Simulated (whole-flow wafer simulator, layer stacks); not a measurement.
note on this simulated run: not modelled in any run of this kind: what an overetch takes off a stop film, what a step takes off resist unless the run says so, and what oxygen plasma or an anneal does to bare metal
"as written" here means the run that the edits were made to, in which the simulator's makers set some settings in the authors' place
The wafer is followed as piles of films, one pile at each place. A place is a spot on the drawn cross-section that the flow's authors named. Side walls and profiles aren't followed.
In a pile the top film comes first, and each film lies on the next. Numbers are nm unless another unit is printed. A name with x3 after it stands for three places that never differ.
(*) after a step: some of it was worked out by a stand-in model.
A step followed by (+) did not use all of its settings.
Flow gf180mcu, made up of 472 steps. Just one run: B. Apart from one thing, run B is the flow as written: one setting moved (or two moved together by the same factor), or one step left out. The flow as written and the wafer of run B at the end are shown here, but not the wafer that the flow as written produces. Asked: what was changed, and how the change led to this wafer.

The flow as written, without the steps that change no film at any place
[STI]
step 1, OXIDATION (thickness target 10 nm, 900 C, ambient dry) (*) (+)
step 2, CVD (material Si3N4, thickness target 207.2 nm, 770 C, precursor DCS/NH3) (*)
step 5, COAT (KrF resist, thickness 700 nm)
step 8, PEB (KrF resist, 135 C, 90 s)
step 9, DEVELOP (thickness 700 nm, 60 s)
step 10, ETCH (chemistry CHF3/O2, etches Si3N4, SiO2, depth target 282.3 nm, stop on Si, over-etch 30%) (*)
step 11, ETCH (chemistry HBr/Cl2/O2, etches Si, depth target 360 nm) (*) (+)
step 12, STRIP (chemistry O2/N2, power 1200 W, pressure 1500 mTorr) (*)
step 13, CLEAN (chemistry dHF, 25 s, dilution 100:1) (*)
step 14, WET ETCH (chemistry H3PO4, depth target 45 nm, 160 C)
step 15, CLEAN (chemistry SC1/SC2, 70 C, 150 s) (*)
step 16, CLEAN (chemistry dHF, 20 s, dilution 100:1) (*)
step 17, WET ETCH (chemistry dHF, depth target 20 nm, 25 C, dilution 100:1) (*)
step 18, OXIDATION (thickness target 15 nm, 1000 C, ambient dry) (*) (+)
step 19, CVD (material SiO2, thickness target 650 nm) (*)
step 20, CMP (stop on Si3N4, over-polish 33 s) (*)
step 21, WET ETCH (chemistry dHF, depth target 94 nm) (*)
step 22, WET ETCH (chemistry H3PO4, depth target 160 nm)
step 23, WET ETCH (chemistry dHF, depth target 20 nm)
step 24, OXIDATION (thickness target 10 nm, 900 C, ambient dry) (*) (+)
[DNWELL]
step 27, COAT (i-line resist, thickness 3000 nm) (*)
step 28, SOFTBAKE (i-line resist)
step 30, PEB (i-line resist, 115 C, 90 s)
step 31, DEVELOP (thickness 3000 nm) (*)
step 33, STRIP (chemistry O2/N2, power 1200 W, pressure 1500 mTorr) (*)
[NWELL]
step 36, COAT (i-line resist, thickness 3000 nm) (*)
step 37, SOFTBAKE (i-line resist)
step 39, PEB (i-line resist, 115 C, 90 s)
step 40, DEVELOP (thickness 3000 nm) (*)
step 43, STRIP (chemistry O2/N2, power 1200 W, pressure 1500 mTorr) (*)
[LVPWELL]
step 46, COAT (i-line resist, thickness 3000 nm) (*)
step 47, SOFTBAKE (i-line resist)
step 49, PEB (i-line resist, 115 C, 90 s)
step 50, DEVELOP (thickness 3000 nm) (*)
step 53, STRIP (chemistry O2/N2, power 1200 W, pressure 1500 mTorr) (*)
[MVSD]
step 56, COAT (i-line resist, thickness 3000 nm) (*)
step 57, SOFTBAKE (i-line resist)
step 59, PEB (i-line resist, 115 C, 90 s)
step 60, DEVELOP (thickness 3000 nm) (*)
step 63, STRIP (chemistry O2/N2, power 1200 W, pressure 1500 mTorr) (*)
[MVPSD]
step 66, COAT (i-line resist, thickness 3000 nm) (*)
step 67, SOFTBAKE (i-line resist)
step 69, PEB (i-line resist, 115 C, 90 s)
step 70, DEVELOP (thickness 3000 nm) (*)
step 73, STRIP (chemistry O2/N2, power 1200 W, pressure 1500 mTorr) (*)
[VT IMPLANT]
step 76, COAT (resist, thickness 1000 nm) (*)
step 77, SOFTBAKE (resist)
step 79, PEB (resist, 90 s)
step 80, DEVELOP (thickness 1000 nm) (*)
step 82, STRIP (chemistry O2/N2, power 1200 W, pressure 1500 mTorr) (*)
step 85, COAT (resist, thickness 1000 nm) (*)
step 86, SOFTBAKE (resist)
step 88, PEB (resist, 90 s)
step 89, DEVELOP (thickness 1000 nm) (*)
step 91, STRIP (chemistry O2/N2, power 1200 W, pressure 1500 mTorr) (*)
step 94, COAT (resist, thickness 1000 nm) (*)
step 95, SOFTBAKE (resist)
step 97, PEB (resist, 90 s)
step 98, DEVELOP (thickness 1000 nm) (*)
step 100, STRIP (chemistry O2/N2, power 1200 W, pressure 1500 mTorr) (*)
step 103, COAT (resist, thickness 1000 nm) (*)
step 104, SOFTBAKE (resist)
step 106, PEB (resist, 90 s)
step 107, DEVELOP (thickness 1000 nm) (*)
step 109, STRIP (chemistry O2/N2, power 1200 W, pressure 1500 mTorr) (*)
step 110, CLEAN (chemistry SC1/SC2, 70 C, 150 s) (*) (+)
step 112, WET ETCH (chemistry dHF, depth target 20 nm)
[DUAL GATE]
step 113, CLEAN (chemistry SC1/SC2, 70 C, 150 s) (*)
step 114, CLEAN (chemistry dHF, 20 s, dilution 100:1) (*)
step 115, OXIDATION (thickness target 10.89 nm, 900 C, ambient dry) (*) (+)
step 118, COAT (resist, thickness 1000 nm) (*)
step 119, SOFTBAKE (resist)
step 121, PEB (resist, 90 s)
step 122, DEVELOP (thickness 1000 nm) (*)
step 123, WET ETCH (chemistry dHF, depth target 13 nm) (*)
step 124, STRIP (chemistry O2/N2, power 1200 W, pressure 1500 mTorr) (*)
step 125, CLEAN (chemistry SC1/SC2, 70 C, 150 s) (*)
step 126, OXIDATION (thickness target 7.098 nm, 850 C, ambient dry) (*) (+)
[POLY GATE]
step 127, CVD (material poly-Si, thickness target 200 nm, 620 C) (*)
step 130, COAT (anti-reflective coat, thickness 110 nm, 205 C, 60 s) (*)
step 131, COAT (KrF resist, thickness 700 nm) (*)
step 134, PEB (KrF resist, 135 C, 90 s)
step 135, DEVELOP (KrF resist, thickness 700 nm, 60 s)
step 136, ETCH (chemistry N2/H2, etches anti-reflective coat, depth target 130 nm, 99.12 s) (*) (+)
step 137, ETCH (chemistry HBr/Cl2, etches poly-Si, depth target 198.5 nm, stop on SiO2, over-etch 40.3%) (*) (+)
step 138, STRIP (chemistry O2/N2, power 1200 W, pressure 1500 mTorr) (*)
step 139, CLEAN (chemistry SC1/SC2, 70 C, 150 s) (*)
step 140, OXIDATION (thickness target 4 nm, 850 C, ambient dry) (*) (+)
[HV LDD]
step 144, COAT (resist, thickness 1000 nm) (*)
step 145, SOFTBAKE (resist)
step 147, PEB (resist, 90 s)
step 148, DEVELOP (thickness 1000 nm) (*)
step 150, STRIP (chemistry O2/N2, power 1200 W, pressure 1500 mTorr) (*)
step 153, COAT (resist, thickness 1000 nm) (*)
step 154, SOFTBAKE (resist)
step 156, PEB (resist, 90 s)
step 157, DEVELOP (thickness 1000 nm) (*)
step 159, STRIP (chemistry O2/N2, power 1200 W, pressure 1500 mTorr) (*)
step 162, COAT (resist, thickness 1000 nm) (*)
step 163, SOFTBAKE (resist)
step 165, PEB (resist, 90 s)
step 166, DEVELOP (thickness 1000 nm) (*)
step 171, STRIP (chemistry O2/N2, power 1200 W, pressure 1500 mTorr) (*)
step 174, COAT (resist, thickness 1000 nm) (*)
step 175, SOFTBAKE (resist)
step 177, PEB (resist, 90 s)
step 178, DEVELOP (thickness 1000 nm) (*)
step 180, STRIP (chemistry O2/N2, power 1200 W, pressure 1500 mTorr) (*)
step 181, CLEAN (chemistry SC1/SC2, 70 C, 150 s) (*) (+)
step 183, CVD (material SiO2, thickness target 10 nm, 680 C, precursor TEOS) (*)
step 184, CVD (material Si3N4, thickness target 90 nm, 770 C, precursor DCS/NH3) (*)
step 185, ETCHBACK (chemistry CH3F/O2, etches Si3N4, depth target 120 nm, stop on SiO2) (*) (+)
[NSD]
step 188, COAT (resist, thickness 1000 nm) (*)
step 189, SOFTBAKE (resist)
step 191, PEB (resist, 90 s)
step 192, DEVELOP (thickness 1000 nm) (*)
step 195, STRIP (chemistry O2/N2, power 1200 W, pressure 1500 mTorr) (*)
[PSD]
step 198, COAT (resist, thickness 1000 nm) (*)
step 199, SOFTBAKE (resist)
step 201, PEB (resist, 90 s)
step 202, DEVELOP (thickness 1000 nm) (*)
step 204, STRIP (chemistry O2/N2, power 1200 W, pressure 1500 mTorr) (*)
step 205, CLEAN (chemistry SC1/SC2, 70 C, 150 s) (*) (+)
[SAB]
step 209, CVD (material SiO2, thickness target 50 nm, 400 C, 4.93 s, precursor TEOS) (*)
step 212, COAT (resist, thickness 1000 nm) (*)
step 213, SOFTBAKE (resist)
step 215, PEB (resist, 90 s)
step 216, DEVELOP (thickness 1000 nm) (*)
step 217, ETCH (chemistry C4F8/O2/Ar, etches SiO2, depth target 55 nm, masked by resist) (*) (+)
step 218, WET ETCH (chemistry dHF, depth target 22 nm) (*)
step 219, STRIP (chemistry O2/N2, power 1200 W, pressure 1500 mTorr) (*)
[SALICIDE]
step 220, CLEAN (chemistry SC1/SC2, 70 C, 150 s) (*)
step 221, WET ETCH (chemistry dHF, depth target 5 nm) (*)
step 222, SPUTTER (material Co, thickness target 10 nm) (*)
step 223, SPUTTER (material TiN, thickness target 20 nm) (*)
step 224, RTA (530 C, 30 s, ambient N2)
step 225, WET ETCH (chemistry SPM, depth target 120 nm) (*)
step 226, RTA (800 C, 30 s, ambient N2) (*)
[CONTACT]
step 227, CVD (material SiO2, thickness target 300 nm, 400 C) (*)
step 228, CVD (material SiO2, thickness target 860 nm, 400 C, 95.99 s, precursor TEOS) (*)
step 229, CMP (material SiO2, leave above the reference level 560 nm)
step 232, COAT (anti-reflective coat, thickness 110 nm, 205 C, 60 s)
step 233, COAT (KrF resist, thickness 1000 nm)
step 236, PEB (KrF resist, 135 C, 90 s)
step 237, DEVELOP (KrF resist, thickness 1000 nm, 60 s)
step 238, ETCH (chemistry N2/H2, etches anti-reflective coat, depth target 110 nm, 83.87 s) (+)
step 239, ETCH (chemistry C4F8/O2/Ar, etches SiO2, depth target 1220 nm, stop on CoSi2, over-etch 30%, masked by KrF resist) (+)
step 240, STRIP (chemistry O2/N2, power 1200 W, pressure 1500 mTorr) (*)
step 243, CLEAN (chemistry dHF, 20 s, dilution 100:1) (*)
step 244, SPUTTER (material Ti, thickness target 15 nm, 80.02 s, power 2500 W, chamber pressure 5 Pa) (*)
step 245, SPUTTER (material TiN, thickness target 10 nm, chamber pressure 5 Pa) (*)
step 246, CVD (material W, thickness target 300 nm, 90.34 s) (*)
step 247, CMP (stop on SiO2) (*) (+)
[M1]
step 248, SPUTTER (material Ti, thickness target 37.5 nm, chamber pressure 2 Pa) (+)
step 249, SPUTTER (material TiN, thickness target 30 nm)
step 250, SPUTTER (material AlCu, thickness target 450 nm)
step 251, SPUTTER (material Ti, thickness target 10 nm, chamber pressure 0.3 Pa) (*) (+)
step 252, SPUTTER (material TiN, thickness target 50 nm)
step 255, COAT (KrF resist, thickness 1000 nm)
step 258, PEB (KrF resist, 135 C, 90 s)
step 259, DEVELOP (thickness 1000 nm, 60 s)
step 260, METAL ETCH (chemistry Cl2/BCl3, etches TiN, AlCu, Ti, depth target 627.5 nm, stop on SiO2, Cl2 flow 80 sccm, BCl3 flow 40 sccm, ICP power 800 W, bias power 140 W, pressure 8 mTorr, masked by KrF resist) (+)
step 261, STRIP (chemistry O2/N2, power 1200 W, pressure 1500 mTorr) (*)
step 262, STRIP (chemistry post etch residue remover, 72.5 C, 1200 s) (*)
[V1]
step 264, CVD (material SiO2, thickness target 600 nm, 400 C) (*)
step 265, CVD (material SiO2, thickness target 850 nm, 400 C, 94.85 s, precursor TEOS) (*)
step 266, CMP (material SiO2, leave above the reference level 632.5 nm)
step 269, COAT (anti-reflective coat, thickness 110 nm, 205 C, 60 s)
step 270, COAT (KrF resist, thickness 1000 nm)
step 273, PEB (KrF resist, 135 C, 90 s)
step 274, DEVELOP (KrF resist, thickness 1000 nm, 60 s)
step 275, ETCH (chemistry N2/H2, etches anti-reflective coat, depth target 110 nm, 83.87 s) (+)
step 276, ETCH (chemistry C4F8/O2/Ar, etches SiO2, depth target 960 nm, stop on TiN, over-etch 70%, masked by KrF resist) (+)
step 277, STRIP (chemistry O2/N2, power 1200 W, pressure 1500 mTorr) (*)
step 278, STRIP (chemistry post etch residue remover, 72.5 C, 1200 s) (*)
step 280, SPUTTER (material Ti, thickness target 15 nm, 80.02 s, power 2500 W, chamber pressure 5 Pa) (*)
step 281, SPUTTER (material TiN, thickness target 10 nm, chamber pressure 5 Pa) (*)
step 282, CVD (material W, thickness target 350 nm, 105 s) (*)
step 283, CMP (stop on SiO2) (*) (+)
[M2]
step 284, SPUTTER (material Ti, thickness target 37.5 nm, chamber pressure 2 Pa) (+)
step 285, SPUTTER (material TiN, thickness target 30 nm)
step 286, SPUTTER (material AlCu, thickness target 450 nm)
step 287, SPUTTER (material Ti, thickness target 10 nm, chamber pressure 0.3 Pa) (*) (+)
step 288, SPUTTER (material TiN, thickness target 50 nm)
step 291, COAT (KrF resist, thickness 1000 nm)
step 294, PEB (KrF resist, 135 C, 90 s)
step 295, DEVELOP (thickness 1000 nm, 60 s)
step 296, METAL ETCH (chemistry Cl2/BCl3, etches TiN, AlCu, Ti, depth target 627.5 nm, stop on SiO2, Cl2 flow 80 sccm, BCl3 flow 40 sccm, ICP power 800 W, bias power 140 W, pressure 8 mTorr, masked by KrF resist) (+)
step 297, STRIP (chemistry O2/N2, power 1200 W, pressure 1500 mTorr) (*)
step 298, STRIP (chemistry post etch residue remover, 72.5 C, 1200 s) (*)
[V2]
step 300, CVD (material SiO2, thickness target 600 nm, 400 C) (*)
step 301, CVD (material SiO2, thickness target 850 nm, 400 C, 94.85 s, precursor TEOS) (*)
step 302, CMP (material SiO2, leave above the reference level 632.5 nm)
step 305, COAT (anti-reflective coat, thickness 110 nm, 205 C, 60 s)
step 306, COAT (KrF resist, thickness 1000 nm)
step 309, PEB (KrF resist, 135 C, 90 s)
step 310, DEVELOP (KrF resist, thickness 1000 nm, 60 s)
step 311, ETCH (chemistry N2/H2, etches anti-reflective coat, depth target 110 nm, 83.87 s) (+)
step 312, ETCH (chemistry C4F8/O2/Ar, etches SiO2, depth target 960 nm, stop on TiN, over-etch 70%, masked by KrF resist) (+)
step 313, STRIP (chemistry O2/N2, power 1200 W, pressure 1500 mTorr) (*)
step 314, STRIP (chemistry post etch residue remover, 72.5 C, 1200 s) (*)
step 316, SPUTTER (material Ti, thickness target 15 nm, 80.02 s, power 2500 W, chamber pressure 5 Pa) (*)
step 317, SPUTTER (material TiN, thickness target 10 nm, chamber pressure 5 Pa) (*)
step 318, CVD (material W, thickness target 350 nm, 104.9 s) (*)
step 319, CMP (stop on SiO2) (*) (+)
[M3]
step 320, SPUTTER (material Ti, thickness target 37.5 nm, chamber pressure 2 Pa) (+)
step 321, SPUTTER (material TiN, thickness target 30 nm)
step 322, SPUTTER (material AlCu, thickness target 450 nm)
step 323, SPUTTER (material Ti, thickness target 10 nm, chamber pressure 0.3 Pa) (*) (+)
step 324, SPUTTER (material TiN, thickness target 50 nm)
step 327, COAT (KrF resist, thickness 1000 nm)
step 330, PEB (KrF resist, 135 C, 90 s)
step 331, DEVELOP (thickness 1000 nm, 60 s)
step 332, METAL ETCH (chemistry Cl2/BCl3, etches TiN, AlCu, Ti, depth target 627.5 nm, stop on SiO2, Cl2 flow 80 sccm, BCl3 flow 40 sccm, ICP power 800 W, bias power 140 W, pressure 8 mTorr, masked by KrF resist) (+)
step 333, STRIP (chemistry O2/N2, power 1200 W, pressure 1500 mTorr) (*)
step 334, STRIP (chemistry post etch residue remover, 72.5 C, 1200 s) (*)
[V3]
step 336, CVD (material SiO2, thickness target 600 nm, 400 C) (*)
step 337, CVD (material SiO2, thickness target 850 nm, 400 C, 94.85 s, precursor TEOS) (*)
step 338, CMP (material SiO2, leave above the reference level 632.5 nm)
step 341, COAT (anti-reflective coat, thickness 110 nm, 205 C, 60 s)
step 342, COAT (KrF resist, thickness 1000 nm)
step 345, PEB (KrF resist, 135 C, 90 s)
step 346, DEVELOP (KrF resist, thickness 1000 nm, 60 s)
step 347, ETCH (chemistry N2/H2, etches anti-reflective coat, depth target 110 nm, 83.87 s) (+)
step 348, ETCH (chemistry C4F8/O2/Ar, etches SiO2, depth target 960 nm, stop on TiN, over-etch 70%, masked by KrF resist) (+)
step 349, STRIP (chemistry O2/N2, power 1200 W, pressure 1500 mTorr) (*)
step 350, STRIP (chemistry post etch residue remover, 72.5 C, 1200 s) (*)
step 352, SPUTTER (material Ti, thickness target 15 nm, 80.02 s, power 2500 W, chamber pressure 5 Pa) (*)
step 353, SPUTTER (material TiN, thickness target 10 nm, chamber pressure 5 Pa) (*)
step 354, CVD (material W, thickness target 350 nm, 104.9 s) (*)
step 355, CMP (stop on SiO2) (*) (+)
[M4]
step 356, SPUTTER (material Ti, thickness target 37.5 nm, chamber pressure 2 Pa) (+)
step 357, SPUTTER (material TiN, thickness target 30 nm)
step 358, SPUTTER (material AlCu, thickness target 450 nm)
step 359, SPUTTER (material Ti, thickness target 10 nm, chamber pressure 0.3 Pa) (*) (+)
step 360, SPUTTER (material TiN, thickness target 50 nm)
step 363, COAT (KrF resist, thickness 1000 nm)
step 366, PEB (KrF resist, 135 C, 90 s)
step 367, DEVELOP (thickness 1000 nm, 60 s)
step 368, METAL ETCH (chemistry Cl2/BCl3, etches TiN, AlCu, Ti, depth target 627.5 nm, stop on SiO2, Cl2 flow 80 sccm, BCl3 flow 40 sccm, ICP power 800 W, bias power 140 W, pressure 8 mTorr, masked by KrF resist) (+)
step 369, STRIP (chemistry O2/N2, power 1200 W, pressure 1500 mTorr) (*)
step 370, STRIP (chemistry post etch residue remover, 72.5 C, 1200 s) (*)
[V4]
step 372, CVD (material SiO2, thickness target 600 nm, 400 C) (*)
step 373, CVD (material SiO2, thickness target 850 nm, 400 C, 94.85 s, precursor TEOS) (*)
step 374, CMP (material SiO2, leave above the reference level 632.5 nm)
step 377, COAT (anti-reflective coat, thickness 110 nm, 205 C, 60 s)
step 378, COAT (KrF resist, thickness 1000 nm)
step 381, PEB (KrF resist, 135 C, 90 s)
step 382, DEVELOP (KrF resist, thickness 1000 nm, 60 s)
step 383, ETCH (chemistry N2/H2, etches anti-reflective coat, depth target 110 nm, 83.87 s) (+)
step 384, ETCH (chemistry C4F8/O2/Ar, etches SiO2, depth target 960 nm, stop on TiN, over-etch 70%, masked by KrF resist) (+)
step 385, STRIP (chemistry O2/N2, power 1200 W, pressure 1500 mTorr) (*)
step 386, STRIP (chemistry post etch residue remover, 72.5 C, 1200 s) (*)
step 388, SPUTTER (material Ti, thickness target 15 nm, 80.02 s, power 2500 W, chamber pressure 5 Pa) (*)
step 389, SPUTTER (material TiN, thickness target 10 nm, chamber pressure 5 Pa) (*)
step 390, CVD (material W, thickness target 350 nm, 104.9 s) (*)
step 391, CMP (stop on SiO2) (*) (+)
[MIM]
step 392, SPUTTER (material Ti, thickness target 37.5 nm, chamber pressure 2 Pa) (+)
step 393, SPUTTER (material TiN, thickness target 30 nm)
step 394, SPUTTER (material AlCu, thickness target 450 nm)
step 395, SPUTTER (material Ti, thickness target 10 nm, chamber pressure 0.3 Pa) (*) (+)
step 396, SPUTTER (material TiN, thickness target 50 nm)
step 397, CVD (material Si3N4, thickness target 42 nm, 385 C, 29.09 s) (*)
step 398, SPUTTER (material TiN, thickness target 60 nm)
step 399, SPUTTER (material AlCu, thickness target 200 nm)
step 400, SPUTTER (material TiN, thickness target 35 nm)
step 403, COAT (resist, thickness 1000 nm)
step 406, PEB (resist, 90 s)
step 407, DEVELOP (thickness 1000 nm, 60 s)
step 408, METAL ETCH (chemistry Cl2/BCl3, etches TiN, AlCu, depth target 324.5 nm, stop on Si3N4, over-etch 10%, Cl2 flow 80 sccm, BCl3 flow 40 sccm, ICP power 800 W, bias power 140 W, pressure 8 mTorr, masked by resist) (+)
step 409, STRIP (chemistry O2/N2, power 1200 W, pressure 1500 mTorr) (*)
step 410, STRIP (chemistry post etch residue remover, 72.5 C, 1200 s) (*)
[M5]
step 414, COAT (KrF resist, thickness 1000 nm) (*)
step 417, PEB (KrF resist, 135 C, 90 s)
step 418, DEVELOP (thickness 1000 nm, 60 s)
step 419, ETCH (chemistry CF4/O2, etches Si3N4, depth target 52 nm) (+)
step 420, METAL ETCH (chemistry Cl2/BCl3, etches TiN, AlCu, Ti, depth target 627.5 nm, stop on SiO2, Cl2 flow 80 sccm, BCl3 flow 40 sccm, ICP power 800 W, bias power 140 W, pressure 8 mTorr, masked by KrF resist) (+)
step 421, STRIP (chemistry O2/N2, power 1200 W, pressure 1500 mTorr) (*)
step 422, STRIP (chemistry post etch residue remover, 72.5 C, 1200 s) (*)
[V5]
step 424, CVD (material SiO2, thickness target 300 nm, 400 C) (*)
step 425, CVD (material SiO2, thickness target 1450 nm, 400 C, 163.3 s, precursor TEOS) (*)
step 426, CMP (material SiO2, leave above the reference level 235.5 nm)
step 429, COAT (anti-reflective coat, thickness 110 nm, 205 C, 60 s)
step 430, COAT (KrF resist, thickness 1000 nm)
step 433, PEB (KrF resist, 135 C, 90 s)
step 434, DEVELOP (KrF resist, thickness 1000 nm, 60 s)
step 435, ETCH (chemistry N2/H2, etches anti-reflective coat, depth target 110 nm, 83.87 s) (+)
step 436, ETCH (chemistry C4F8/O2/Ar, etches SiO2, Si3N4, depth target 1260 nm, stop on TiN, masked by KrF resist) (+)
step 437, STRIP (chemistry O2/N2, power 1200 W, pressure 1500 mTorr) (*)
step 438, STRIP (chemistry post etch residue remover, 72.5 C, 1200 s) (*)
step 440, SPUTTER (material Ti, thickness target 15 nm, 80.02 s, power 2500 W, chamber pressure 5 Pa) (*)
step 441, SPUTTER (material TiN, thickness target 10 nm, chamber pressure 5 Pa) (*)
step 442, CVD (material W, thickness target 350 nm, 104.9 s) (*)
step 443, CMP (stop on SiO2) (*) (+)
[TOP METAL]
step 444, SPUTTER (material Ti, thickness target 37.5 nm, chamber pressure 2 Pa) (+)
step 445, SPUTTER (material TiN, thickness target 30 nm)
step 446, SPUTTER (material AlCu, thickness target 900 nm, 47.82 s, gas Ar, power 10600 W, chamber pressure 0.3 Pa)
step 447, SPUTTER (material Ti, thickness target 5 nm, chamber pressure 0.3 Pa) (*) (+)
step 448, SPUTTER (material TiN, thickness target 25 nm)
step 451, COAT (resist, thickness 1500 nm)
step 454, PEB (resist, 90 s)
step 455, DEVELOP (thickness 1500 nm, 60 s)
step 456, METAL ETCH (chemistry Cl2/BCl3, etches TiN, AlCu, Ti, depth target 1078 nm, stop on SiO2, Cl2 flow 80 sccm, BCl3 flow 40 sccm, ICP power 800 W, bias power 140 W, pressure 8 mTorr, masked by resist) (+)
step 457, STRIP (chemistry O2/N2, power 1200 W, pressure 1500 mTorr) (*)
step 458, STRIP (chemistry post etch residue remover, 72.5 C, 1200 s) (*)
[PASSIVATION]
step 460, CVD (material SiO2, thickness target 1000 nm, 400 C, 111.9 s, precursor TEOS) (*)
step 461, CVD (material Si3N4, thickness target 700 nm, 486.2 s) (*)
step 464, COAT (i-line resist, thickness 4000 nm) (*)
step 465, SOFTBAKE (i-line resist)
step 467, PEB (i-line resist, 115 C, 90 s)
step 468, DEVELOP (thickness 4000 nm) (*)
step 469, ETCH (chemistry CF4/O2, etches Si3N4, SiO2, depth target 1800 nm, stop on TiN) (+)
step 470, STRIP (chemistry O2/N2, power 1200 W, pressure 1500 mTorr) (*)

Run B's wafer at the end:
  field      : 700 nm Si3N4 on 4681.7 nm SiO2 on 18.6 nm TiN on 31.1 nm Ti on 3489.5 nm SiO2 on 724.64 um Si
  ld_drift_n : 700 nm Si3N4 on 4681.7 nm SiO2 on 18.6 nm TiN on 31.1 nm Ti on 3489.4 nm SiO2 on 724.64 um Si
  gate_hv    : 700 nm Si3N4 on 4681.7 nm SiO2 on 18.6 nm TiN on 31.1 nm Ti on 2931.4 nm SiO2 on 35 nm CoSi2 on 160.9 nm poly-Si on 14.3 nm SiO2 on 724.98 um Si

Cause: step 320, SPUTTER: thickness target 31.1 nm was run, though the flow has thickness target 37.5 nm; step 332, METAL ETCH: depth target 521 nm was run, where the flow has depth target 627.5 nm.

The path from the change to this, step by step:
  step 320, SPUTTER (material Ti, thickness target 37.5 nm, chamber pressure 2 Pa) (+)
      field, field__w1, field__w2 and 108 more: +31.1 Ti (new film) (as written it would have been: +37.5 Ti (new film))
  step 332, METAL ETCH (chemistry Cl2/BCl3, etches TiN, AlCu, Ti, depth target 627.5 nm, stop on SiO2, Cl2 flow 80 sccm, BCl3 flow 40 sccm, ICP power 800 W, bias power 140 W, pressure 8 mTorr, masked by KrF resist) (+)
      field, field__w1, field__w2 and 103 more: -50 TiN (all of it), -10 Ti (all of it), -450 AlCu (all of it), -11 TiN (as written it would have been: -50 TiN (all of it), -10 Ti (all of it), -450 AlCu (all of it), -30 TiN (all of it), -37.5 Ti (all of it))
      field__w8, contact, m1, m1__w1, m1_nw: -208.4 KrF resist (as written it would have been: -251 KrF resist)
  step 333, STRIP (chemistry O2/N2, power 1200 W, pressure 1500 mTorr) (*)
      field__w8, contact, m1, m1__w1, m1_nw: -770 KrF resist (all of it) (as written it would have been: -727.4 KrF resist (all of it))
  step 336, CVD (material SiO2, thickness target 600 nm, 400 C) (*)
      field, field__w1, field__w2 and 103 more: +600 SiO2 (new film) (as written it would have been: +600 SiO2)
  step 338, CMP (material SiO2, leave above the reference level 632.5 nm)
      field, field__w1, field__w2 and 103 more: -356.1 SiO2 (as written it would have been: -300 SiO2)
Taking metal films that touch as one body, field has 1 body; the flow as written gives 0 bodies.
Taking metal films that touch as one body, ld_drift_n has 1 body; the flow as written gives 0 bodies.
Taking metal films that touch as one body, gate_hv has 2 bodies (between them, from the top down: SiO2 2931.4); the flow as written gives 1 body.
